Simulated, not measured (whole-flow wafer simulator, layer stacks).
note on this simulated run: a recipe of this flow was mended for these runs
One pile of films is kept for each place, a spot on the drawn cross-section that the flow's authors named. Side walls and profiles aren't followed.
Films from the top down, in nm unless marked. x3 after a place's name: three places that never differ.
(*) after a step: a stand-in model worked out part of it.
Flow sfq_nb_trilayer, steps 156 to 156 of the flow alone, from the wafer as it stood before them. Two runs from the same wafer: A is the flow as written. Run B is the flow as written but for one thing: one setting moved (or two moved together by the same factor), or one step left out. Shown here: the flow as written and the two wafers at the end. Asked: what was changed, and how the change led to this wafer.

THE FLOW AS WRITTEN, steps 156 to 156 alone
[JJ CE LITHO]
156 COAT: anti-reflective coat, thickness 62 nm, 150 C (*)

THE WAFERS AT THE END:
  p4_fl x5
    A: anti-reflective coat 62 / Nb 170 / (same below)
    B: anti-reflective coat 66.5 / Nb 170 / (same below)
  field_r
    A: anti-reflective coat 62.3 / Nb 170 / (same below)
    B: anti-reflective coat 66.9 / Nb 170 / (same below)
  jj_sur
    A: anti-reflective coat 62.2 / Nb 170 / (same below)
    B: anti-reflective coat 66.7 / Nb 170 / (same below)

The cause: step 156, COAT: thickness 66.5 nm was run, where the flow has thickness 62 nm.
It can be read off the wafer: p4_fl x5 has anti-reflective coat 66.5, and step 156 as written asks for 62 nm.

How the change led to this, step by step:
  156 COAT: anti-reflective coat, thickness 62 nm, 150 C (*)
      p4_fl x5, p4_w1 x9, p3_s0 x42, wl_j_sl x15, wl_d_m1, l0r_line_l x3, m0r_space_l x2: A anti-reflective coat +62 (new film) | B anti-reflective coat +66.5 (new film)
      field_r, lsp_l, ln_m5, lsp_m, ln_m6, lsp_r: A anti-reflective coat +62.3 (new film) | B anti-reflective coat +66.9 (new film)
      (and at 21 more places)
